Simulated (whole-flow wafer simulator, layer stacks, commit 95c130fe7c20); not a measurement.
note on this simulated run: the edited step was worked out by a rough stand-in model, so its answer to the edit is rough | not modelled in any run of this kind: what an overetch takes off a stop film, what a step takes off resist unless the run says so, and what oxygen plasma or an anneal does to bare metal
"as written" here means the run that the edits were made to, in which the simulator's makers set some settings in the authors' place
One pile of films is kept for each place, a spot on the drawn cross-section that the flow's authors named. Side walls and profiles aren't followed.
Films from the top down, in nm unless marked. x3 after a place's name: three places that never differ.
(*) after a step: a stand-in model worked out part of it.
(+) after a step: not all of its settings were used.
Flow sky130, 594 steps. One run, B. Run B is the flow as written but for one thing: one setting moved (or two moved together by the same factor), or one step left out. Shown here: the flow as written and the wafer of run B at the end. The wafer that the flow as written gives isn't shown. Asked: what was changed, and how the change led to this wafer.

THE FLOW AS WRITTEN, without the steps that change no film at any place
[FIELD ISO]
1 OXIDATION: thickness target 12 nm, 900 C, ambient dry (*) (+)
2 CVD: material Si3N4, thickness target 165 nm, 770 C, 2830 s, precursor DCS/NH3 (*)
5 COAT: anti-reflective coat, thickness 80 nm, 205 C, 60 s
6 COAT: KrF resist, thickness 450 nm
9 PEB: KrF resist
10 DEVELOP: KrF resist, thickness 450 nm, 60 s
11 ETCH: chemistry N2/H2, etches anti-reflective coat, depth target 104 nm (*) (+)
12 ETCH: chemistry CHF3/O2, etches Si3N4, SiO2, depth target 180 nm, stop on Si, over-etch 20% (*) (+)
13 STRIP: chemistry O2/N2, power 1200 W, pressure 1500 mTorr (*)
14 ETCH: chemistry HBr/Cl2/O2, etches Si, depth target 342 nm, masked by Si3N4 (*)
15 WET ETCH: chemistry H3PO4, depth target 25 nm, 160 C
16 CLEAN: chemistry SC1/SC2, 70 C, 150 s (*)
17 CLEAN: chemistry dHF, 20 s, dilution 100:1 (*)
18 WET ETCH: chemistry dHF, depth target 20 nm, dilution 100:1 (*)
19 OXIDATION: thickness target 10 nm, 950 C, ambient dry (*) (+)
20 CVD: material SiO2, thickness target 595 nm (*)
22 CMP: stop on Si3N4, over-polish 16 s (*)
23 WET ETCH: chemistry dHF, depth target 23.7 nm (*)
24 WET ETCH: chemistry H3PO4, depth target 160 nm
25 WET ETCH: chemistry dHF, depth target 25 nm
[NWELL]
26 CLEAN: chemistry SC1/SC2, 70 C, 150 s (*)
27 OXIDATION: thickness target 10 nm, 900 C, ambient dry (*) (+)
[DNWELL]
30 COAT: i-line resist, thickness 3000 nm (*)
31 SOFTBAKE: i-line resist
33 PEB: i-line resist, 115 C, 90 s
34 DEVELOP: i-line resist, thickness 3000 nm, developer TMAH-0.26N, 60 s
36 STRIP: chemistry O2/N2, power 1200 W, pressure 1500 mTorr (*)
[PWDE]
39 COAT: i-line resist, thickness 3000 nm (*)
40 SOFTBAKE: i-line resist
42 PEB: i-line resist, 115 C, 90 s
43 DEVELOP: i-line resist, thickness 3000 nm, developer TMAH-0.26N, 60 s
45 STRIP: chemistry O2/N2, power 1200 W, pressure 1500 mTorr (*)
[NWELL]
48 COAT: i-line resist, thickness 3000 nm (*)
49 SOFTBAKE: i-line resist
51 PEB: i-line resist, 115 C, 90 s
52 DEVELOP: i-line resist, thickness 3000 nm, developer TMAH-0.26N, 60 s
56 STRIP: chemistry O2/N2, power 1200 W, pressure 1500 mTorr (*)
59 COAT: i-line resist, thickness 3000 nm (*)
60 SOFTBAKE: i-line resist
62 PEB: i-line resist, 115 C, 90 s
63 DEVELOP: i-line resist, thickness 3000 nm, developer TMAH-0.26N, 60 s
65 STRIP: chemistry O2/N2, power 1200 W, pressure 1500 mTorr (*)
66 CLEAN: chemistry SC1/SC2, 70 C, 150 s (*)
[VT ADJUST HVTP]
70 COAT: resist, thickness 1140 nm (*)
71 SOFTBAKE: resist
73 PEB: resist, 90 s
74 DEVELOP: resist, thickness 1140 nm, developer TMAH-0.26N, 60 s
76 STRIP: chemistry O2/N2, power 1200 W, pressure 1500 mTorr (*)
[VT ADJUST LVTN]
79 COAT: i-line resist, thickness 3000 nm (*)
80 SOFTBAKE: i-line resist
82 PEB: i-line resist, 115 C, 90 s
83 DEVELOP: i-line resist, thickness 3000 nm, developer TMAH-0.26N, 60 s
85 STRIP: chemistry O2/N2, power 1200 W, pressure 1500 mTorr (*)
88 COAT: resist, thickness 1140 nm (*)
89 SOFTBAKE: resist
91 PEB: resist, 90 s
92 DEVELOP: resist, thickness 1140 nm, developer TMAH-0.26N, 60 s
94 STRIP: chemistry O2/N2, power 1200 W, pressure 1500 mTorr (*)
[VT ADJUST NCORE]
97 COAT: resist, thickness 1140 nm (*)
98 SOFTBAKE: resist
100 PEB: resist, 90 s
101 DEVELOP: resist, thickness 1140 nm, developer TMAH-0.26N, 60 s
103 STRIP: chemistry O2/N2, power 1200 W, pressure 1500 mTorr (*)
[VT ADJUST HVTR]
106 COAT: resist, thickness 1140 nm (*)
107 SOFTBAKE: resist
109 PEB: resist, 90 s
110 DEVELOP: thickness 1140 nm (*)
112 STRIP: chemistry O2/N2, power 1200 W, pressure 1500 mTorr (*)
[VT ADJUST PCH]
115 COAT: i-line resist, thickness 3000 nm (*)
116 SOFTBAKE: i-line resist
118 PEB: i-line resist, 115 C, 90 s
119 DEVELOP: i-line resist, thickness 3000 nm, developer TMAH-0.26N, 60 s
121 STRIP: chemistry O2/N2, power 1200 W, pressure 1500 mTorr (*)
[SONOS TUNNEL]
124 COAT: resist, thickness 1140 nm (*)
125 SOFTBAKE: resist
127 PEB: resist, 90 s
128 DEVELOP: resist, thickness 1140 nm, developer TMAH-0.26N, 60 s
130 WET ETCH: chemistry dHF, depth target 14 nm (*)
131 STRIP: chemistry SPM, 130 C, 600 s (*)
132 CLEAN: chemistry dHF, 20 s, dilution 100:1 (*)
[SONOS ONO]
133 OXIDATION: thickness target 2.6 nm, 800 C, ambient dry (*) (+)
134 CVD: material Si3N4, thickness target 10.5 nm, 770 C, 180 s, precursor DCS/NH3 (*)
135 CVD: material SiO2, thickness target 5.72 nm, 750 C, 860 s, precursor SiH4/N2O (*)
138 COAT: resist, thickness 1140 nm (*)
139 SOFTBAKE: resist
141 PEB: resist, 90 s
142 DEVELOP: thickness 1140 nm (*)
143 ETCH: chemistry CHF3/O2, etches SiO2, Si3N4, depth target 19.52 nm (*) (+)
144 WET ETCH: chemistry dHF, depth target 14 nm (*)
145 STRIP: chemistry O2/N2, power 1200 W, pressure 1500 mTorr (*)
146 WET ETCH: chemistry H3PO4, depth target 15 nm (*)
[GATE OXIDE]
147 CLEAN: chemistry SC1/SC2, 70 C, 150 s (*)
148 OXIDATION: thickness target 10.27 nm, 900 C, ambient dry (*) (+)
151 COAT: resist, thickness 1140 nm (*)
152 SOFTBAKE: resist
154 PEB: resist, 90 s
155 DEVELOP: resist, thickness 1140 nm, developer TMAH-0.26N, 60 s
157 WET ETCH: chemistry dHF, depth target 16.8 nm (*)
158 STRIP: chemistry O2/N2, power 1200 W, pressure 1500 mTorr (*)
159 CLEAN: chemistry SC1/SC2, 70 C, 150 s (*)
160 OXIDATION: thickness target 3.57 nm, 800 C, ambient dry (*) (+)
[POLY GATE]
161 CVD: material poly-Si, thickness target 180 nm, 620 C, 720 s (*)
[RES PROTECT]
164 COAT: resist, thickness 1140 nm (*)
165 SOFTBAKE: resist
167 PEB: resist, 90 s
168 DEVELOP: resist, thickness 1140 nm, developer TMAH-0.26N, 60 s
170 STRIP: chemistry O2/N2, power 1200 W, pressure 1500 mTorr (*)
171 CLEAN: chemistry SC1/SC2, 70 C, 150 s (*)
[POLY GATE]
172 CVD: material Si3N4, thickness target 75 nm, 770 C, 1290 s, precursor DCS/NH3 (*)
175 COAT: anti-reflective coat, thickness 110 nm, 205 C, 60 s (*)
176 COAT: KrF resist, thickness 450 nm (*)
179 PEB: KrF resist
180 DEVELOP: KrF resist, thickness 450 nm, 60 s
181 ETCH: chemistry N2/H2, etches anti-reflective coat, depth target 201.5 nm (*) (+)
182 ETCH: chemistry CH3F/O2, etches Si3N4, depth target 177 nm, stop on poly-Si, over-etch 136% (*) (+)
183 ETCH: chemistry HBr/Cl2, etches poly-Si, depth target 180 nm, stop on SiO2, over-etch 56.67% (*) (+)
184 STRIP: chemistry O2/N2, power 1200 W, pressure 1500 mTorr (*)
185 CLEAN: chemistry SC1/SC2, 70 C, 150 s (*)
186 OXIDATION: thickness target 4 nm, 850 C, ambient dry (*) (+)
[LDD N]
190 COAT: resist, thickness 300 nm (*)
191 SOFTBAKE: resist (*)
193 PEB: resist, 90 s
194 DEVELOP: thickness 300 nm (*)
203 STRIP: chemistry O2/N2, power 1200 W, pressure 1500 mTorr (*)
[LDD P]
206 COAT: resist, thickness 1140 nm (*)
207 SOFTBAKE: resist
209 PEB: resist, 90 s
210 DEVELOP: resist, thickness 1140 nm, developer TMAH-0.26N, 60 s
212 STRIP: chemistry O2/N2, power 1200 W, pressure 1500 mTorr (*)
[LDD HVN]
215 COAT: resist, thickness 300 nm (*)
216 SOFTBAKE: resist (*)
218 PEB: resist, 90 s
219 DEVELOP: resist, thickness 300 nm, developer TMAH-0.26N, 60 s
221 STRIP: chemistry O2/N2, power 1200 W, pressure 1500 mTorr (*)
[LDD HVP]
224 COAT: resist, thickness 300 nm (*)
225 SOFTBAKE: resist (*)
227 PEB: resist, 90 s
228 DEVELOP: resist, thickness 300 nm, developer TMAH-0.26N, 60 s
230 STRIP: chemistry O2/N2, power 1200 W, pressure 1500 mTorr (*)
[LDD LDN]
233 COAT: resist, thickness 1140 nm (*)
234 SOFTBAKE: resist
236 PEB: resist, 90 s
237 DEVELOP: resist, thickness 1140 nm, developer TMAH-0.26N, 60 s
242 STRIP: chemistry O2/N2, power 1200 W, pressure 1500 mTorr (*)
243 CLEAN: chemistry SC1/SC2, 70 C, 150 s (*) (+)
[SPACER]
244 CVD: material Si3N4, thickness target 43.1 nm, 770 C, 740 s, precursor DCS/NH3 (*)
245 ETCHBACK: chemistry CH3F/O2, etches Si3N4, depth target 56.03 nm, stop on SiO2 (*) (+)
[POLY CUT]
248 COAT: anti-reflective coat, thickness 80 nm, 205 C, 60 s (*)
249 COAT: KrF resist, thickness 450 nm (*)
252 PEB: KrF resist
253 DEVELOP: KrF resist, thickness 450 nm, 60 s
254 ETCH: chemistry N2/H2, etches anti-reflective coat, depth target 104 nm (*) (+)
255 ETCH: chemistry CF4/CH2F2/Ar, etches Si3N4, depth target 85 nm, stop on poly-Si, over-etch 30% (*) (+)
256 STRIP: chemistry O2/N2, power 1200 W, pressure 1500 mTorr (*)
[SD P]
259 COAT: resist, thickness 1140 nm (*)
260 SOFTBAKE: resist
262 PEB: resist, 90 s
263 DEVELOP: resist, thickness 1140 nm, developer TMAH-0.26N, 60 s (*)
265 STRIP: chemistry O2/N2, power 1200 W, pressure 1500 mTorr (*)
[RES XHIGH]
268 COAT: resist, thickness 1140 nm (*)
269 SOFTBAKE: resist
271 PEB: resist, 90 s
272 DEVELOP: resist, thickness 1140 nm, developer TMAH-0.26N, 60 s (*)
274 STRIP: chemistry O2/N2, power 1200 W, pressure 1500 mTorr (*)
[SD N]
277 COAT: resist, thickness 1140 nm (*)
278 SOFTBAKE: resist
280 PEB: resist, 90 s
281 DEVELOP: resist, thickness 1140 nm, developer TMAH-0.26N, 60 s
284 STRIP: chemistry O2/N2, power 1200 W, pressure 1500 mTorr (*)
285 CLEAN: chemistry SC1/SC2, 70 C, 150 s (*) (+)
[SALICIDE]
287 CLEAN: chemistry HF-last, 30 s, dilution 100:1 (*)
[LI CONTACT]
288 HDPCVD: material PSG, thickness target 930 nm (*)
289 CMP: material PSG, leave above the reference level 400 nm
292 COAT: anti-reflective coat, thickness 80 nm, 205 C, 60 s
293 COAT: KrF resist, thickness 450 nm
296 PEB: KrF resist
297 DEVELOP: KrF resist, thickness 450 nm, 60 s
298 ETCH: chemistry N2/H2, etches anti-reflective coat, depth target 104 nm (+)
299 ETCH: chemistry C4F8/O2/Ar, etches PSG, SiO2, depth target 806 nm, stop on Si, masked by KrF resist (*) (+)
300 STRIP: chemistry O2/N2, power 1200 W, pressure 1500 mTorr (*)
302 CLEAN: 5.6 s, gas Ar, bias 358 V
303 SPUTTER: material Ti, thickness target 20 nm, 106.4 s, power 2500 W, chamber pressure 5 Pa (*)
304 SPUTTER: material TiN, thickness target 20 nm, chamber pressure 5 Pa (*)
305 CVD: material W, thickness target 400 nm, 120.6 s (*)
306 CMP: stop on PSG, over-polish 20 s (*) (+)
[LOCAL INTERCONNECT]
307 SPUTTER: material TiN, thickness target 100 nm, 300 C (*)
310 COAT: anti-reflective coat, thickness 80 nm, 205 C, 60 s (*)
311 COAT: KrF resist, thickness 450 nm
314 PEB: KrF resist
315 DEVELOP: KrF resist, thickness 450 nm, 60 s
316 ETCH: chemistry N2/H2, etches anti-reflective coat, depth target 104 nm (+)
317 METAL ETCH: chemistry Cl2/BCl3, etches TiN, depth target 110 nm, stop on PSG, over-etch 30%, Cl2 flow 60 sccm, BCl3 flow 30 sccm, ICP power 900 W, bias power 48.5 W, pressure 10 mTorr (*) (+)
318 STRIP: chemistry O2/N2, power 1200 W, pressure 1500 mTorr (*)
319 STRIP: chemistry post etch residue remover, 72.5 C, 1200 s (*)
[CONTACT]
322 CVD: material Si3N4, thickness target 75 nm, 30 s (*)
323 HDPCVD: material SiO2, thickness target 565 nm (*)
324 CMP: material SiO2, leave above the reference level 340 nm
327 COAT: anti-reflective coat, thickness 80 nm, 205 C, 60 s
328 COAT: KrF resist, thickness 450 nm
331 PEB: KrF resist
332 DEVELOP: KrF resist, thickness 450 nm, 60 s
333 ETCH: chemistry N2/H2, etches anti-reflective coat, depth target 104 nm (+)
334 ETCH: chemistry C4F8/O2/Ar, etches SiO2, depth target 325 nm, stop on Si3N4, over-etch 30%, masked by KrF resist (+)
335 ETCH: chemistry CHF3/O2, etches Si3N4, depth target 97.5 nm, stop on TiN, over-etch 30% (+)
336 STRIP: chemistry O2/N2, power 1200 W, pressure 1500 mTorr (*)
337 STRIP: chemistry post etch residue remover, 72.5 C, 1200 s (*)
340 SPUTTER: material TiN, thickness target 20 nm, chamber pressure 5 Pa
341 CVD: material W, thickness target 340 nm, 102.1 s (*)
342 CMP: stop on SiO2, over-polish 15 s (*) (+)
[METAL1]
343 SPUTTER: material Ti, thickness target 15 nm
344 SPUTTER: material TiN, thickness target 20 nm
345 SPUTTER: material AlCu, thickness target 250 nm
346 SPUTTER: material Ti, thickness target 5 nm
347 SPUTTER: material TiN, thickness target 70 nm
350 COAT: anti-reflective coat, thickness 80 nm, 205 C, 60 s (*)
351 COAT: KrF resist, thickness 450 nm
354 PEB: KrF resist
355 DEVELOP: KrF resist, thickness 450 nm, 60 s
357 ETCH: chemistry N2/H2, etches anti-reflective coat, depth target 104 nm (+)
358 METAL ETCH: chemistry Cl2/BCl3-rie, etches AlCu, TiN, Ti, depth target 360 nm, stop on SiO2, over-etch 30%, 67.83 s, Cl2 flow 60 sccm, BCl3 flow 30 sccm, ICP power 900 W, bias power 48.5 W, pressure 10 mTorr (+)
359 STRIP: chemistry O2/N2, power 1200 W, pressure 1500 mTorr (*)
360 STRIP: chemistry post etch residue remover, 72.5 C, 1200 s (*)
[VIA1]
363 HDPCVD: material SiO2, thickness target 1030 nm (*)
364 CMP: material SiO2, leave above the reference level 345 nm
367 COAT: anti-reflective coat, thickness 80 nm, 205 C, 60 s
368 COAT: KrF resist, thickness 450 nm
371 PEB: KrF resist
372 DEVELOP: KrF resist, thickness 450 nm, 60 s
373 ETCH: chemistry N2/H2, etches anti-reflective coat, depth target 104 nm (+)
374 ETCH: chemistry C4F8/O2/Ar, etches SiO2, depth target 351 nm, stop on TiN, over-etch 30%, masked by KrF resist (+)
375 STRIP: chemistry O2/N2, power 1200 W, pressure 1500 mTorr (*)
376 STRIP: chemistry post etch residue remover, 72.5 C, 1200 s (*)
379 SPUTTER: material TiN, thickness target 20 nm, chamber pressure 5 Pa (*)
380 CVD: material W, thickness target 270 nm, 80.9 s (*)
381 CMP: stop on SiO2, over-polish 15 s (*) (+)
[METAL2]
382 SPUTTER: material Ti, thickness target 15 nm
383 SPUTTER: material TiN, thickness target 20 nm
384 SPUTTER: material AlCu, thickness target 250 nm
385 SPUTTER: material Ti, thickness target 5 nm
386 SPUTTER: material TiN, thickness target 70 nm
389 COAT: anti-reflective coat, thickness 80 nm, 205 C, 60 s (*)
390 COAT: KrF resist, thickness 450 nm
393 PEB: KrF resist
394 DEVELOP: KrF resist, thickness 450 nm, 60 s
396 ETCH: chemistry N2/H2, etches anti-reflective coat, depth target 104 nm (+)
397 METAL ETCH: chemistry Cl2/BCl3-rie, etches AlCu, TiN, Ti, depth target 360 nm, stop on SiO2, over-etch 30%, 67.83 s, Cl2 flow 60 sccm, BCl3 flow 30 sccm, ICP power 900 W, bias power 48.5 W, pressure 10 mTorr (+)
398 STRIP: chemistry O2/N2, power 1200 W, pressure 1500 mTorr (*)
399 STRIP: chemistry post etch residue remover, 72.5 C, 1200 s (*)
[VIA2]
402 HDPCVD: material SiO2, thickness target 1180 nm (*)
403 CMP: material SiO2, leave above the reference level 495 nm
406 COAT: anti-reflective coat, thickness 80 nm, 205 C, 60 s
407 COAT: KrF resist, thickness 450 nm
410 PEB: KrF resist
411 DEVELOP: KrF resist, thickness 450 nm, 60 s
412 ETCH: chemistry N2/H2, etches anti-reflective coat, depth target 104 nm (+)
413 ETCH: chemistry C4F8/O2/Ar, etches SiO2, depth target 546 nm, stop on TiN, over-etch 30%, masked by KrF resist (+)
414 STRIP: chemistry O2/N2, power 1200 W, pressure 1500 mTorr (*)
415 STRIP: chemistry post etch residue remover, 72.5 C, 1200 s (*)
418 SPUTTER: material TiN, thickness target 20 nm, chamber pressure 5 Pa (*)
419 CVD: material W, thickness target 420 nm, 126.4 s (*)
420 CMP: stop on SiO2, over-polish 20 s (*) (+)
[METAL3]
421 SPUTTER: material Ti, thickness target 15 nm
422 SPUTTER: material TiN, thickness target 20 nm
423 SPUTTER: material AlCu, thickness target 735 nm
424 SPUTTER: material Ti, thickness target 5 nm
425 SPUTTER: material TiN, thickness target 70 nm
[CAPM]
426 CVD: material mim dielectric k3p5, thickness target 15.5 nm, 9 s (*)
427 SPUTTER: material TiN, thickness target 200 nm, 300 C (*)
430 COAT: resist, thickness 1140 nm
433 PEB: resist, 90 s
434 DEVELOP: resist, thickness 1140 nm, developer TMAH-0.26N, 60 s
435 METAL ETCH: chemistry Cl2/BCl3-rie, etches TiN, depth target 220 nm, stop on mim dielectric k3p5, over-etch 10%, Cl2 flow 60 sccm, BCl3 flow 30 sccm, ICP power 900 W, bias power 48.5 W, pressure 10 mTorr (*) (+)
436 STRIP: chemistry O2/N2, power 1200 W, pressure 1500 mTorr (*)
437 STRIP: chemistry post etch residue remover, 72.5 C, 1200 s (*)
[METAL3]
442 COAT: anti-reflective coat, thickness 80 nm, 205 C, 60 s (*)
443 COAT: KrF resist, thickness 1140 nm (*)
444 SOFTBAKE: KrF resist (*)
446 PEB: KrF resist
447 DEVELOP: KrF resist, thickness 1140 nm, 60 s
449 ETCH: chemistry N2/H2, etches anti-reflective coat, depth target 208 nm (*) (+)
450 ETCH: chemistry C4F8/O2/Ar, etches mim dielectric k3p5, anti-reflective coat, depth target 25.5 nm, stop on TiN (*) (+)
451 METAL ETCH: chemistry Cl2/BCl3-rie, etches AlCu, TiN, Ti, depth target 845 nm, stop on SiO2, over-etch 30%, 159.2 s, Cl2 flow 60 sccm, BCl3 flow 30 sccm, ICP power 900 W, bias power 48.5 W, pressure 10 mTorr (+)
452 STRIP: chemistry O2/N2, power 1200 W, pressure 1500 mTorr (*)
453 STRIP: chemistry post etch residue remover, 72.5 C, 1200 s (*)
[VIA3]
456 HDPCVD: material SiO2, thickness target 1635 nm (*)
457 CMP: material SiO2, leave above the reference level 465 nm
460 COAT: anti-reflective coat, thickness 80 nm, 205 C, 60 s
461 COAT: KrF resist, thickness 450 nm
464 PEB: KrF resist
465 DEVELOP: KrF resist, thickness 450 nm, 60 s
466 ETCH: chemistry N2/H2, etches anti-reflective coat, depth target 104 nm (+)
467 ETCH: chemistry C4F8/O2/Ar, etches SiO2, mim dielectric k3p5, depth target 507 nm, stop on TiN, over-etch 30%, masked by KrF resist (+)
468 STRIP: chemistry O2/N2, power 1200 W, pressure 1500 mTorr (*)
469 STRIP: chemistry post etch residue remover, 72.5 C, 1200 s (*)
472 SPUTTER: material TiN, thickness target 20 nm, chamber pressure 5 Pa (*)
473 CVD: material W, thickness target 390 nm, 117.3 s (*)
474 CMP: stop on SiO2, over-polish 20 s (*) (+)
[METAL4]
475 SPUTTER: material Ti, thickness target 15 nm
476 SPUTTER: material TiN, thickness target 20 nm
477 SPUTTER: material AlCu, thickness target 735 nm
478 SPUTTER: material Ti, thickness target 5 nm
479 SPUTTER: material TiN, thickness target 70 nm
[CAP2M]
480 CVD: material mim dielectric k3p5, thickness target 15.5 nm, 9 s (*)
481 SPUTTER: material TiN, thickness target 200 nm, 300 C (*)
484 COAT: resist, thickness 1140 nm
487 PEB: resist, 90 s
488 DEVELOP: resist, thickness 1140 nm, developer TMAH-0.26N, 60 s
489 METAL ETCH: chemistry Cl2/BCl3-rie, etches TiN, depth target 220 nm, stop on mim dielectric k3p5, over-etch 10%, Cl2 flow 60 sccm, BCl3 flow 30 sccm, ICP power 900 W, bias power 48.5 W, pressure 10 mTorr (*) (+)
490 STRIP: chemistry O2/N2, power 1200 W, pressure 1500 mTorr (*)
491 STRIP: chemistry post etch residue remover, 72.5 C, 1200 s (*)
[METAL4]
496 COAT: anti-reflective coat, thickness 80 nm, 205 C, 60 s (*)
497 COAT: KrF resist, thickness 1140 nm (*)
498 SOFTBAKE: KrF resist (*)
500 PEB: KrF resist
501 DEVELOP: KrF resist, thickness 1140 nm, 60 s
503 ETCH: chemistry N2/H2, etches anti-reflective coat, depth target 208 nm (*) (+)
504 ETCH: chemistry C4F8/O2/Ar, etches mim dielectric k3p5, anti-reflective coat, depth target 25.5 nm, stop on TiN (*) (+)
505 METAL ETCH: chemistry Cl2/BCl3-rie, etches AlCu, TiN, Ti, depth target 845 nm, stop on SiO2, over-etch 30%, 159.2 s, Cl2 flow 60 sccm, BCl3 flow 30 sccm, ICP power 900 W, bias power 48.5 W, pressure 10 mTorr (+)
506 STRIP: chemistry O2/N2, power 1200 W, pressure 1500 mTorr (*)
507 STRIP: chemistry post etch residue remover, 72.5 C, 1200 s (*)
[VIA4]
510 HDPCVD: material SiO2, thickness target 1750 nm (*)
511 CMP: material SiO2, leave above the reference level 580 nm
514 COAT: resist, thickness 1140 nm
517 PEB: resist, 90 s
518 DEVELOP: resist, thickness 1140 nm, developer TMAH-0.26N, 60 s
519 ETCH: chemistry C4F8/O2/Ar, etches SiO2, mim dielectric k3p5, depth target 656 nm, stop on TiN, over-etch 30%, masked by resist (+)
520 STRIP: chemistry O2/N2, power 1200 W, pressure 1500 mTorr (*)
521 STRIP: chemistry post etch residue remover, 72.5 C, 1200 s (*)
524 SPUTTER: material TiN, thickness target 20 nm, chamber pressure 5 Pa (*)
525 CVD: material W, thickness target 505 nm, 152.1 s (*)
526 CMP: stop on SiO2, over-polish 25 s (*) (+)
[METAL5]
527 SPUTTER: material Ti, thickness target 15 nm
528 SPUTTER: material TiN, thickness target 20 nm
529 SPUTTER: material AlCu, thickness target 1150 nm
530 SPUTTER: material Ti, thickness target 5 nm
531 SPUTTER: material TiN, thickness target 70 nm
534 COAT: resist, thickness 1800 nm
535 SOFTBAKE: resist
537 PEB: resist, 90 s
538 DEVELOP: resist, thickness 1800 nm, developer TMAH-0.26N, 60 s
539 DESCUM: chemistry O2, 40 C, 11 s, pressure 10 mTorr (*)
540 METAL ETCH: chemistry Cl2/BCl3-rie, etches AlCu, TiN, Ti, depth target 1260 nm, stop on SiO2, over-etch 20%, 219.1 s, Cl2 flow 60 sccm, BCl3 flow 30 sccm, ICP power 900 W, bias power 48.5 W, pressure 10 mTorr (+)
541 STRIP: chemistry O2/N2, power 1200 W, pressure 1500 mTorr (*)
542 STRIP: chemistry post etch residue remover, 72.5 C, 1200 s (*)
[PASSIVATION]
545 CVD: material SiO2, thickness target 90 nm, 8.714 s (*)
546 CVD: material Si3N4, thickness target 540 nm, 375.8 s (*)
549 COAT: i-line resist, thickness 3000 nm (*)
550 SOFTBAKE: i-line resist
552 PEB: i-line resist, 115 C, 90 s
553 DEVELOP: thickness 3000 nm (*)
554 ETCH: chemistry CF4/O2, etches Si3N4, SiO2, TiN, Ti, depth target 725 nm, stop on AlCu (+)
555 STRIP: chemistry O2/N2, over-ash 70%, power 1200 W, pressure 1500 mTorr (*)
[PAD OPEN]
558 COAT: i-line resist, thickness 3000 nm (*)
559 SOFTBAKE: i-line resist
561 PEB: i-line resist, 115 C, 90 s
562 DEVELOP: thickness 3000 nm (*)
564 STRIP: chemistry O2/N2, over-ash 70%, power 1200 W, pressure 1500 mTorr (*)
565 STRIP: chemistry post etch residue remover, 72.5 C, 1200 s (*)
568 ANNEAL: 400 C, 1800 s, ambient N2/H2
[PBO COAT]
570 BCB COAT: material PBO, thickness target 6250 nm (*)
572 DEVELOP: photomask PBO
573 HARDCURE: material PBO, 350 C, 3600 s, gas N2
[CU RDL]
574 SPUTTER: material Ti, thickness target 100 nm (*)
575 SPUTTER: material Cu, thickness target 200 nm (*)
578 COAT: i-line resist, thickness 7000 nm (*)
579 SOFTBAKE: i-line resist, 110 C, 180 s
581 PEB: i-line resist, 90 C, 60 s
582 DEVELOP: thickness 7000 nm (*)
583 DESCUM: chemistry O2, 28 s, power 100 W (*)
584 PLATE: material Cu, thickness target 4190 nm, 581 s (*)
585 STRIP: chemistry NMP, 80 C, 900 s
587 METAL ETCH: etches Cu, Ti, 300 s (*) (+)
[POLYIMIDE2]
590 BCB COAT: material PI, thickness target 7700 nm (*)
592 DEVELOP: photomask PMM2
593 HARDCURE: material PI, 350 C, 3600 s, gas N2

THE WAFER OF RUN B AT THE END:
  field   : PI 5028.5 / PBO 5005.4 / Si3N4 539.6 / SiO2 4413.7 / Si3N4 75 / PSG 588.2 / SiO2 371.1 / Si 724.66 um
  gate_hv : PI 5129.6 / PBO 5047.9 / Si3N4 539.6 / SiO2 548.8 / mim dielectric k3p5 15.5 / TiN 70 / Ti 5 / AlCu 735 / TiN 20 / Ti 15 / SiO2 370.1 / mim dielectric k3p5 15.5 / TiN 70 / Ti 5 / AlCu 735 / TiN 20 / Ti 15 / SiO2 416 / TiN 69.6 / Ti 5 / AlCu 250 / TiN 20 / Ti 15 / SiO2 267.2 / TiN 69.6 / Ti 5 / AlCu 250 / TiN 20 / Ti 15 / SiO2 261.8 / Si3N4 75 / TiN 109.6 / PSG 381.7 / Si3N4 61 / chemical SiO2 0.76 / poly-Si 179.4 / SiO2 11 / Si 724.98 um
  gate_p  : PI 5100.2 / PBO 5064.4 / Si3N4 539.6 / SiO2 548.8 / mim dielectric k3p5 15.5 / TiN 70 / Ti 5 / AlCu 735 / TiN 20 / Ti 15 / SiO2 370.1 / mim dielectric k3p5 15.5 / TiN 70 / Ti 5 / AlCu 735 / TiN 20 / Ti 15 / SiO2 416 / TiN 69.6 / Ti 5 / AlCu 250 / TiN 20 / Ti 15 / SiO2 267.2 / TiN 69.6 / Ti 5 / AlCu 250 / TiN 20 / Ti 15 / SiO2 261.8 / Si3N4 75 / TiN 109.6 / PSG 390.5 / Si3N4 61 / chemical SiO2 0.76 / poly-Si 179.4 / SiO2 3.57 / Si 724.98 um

The cause: step 307, SPUTTER: thickness target 110 nm was run, where the flow has thickness target 100 nm.

How the change led to this, step by step:
  307 SPUTTER: material TiN, thickness target 100 nm, 300 C (*)
      field, active, n_well and 188 more: TiN +110 (new film) (as written it would be: TiN +100 (new film))
  317 METAL ETCH: chemistry Cl2/BCl3, etches TiN, depth target 110 nm, stop on PSG, over-etch 30%, Cl2 flow 60 sccm, BCl3 flow 30 sccm, ICP power 900 W, bias power 48.5 W, pressure 10 mTorr (*) (+)
      field, active, gate and 88 more: TiN -108.7 (all of it) (as written it would be: TiN -98.7 (all of it))
  324 CMP: material SiO2, leave above the reference level 340 nm
      field, active, gate and 88 more: SiO2 -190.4 (as written it would be: SiO2 -200.4)
